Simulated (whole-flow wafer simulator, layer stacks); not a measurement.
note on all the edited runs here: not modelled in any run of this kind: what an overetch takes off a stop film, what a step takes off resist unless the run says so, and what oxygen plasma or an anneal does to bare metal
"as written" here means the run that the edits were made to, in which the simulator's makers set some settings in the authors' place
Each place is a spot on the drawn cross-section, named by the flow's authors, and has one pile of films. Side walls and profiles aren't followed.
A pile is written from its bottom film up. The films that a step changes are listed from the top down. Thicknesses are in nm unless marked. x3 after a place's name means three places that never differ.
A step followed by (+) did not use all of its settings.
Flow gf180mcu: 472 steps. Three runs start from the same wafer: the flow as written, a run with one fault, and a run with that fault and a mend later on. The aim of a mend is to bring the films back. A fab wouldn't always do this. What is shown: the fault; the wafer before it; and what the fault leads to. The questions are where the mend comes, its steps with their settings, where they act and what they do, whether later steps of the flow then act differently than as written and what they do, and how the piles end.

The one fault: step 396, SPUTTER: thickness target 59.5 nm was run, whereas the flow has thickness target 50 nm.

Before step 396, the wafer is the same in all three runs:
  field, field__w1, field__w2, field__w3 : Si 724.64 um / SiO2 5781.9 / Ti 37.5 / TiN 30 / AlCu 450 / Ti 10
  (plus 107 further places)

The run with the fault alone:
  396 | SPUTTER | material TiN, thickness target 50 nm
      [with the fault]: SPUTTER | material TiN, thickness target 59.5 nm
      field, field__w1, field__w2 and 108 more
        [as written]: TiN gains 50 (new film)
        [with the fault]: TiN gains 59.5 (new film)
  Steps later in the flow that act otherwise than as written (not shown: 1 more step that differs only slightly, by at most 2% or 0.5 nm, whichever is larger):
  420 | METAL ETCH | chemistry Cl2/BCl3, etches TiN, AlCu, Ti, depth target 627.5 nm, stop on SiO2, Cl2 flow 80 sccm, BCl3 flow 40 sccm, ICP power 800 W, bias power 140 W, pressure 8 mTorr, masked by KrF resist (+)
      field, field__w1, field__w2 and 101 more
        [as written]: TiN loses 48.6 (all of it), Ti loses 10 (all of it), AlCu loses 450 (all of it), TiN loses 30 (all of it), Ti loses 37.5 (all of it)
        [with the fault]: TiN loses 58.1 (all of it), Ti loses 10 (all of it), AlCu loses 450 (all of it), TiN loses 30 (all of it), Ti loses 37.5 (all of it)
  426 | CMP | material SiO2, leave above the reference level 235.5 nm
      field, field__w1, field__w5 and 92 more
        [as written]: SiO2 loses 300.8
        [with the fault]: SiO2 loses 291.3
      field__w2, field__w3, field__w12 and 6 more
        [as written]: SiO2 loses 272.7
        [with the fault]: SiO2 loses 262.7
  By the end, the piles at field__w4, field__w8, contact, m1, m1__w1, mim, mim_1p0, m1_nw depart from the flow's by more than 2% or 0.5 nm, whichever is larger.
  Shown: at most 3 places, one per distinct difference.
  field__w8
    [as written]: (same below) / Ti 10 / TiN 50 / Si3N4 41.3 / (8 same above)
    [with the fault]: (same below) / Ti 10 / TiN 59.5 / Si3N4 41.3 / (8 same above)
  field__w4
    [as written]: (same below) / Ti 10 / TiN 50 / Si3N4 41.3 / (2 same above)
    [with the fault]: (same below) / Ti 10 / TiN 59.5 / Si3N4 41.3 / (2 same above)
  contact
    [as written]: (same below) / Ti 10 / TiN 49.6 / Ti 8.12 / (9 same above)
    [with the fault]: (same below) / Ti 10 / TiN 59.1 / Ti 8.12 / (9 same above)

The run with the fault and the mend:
  The mend stands after step 396.
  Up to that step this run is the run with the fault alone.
  396a | METAL ETCH | chemistry Cl2/BCl3, etches TiN, AlCu, Ti, depth target 9.5 nm, Cl2 flow 80 sccm, BCl3 flow 40 sccm, ICP power 800 W, bias power 140 W, pressure 8 mTorr (a further turn of the flow's step 260, with different settings)
      field, field__w1, field__w2 and 108 more
        TiN loses 9.5
  Later steps of the flow that are run all act as written at every place that is followed.
  The piles end the same as the flow's at every place that both follow.
